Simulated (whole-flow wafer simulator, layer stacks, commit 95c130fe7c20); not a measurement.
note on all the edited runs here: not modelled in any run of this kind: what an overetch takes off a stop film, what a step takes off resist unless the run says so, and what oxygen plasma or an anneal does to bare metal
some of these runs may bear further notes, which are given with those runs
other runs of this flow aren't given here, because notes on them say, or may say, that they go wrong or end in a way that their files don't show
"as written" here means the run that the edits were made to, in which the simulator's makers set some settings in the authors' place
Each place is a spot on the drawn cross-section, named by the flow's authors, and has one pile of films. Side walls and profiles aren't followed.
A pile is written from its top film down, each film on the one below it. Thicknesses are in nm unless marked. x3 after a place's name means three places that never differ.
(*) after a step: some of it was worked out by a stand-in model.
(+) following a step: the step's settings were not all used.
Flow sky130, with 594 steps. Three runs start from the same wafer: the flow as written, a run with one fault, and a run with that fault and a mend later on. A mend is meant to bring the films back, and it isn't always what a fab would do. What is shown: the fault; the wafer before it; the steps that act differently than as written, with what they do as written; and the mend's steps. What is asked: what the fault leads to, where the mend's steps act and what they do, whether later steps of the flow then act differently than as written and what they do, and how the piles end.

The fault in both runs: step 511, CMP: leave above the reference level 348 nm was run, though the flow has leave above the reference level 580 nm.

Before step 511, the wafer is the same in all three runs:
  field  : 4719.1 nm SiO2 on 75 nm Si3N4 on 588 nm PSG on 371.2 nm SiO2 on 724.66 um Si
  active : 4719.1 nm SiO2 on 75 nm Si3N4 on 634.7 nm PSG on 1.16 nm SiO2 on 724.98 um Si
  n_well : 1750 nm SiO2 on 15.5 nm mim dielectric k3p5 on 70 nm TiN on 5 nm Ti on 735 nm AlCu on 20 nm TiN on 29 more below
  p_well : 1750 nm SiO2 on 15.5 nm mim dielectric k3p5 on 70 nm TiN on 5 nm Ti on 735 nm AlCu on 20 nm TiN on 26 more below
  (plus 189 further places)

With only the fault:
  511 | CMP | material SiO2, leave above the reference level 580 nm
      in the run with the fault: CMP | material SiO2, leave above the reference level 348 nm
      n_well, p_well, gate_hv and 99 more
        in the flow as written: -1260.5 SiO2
        in the run with the fault: -1492.5 SiO2
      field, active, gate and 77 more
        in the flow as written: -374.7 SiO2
        in the run with the fault: -606.7 SiO2
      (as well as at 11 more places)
  Later steps of the flow acting differently than as written:
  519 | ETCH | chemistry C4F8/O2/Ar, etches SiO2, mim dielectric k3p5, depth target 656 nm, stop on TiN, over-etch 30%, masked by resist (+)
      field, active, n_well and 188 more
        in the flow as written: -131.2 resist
        in the run with the fault: -71.1 resist
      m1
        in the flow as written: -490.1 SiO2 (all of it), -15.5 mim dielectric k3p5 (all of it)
        in the run with the fault: -258.1 SiO2 (all of it), -15.5 mim dielectric k3p5 (all of it)
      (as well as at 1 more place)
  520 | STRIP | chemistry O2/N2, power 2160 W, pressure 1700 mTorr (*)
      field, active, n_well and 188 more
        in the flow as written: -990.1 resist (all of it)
        in the run with the fault: -1050.1 resist (all of it)
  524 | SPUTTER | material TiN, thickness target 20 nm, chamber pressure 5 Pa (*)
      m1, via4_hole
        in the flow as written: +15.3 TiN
        in the run with the fault: +17 TiN
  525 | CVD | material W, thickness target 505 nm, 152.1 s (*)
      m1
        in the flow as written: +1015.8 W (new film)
        in the run with the fault: +585.3 W (new film)
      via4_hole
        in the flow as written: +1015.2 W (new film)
        in the run with the fault: +586.4 W (new film)
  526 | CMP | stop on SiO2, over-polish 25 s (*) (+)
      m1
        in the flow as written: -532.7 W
        in the run with the fault: -335.9 W
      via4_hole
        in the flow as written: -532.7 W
        in the run with the fault: -337.7 W
  The piles end different from the flow's at field, active, n_well and 190 more by more than 2% or 0.5 nm, whichever is larger.
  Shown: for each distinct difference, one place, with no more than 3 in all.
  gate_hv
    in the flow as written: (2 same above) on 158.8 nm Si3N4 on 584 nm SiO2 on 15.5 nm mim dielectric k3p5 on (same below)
    in the run with the fault: (2 same above) on 158.8 nm Si3N4 on 352 nm SiO2 on 15.5 nm mim dielectric k3p5 on (same below)
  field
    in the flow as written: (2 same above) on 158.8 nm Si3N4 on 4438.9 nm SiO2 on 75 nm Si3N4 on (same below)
    in the run with the fault: (2 same above) on 158.8 nm Si3N4 on 4206.9 nm SiO2 on 75 nm Si3N4 on (same below)
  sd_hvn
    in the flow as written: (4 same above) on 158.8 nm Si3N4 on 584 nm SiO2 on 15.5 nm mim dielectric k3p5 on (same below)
    in the run with the fault: (4 same above) on 158.8 nm Si3N4 on 352 nm SiO2 on 15.5 nm mim dielectric k3p5 on (same below)

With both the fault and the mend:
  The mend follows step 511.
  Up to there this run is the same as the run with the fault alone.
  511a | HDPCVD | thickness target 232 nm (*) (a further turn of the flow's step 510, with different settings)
      field, active, n_well and 190 more
        +232 SiO2
  Later steps of the flow that are run all act as written at every place that is followed.
  The piles end the same as the flow's at every place that both follow.
